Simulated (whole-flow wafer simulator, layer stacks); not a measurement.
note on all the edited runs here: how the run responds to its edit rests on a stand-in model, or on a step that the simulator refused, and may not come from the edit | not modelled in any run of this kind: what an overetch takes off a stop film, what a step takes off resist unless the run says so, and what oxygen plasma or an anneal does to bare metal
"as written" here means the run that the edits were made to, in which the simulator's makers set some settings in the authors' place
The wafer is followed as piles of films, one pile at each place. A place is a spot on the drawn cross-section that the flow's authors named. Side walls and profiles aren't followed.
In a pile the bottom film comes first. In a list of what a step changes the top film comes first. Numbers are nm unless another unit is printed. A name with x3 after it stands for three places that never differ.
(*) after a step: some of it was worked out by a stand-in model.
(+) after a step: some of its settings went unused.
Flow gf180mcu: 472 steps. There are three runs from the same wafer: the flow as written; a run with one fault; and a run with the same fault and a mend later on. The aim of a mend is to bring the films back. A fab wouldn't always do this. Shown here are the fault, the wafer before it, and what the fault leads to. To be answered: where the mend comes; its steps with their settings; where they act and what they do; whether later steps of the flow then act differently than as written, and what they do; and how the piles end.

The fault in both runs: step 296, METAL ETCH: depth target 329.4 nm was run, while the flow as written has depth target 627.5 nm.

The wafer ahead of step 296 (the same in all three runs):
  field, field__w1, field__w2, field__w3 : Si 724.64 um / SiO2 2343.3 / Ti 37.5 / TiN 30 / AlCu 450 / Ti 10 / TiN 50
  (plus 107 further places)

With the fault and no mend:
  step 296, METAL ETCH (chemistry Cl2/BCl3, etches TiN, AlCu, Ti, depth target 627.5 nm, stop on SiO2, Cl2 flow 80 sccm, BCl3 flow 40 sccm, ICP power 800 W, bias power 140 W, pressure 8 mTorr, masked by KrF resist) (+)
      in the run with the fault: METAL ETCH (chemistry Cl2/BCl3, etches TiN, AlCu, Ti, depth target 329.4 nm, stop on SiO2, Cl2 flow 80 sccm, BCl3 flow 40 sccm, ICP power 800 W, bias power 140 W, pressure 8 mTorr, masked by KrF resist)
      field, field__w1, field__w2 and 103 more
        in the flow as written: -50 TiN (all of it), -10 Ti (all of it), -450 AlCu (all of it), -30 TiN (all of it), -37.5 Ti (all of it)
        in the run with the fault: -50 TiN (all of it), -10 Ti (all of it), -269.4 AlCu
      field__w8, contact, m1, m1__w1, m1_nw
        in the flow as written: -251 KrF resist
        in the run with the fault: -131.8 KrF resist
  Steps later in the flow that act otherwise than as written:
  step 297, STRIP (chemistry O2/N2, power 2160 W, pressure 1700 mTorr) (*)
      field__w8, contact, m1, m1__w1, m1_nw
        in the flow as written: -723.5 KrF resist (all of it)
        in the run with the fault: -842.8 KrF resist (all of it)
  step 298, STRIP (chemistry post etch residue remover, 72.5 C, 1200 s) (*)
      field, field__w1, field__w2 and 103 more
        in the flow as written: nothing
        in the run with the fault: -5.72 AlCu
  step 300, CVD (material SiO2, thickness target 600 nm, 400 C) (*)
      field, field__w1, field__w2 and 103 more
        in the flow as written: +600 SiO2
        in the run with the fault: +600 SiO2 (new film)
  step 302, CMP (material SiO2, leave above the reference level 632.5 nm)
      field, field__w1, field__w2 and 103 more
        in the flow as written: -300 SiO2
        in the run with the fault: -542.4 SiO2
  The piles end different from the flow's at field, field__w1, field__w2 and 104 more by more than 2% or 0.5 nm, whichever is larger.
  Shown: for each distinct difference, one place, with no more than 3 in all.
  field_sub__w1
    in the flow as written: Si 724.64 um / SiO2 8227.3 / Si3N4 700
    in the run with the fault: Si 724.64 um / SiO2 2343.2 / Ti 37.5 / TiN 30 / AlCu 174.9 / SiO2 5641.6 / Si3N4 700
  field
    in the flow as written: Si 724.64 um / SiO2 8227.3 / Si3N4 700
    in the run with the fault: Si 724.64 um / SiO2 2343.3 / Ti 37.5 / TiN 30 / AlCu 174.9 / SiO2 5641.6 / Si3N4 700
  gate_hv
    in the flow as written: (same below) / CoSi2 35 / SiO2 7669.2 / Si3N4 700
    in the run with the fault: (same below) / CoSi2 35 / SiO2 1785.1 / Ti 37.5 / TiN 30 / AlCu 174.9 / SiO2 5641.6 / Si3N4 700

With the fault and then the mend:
  The mend follows step 298.
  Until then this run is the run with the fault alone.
  step 298a, DEHYDRATE (200 C, 60 s) (a further turn of the flow's step 289)
      does not change any film at any place that is followed
  step 298b, HMDS (120 C, 60 s) (a further turn of the flow's step 290)
      does not change any film at any place that is followed
  step 298c, COAT (KrF resist, thickness 1000 nm) (*) (a further turn of the flow's step 291)
      iso_ptap_pw, iso_ntap_nw, iso_nw_fld and 33 more
        +1000 KrF resist (new film)
      field__w6, field__w10, field_sub__w2 and 13 more
        +1002.1 KrF resist (new film)
      field__w5, field__w9, field_sub and 7 more
        +1002.2 KrF resist (new film)
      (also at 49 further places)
  step 298d, SOFTBAKE (KrF resist) (a further turn of the flow's step 292)
      does not change any film at any place that is followed
  step 298e, EXPOSE (photomask Metal2) (a further turn of the flow's step 293)
      does not change any film at any place that is followed
  step 298f, PEB (KrF resist, 135 C, 90 s) (a further turn of the flow's step 294)
      field__w1, field__w2, field__w3 and 58 more
        -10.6 KrF resist
      iso_ptap_pw, iso_ntap_nw, iso_nw_fld and 33 more
        -10.5 KrF resist
      sd_p, gate_p, nw_sep_fld, polyc_n
        -10.7 KrF resist
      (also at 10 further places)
  step 298g, DEVELOP (thickness 1000 nm, 60 s) (a further turn of the flow's step 295)
      iso_ptap_pw, iso_ntap_nw, iso_nw_fld and 33 more
        -989.5 KrF resist (all of it)
      field__w5, field__w9, field__w10 and 10 more
        -991.6 KrF resist (all of it)
      field_sub, field_sub__w1, field_sub__w3 and 9 more
        -991.7 KrF resist (all of it)
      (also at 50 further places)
  step 298h, METAL ETCH (chemistry Cl2/BCl3, etches TiN, AlCu, Ti, depth target 298.1 nm, stop on SiO2, Cl2 flow 80 sccm, BCl3 flow 40 sccm, ICP power 800 W, bias power 140 W, pressure 8 mTorr, masked by KrF resist) (+) (a further turn of the flow's step 296, with different settings)
      field, field__w1, field__w2 and 103 more
        -174.9 AlCu (all of it), -30 TiN (all of it), -37.5 Ti (all of it)
      field__w8, contact, m1, m1__w1, m1_nw
        -119.2 KrF resist
  step 298i, STRIP (chemistry O2/N2, power 2160 W, pressure 1700 mTorr) (*) (a further turn of the flow's step 297)
      field__w8, m1
        -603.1 KrF resist (all of it)
      contact
        -601.3 KrF resist (all of it)
      m1__w1
        -611.6 KrF resist (all of it)
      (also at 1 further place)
  step 298j, STRIP (chemistry post etch residue remover, 72.5 C, 1200 s) (*) (a further turn of the flow's step 298)
      field__w8, contact, m1, m1__w1, m1_nw
        -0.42 TiN
  Later steps of the flow that are run all act as written at every place that is followed, up to a difference of at most 2% or 0.5 nm, whichever is larger.
  When the end is reached, the piles differ only a little from the flow's at the places that both follow, at most by 2% or 0.5 nm, whichever is larger.
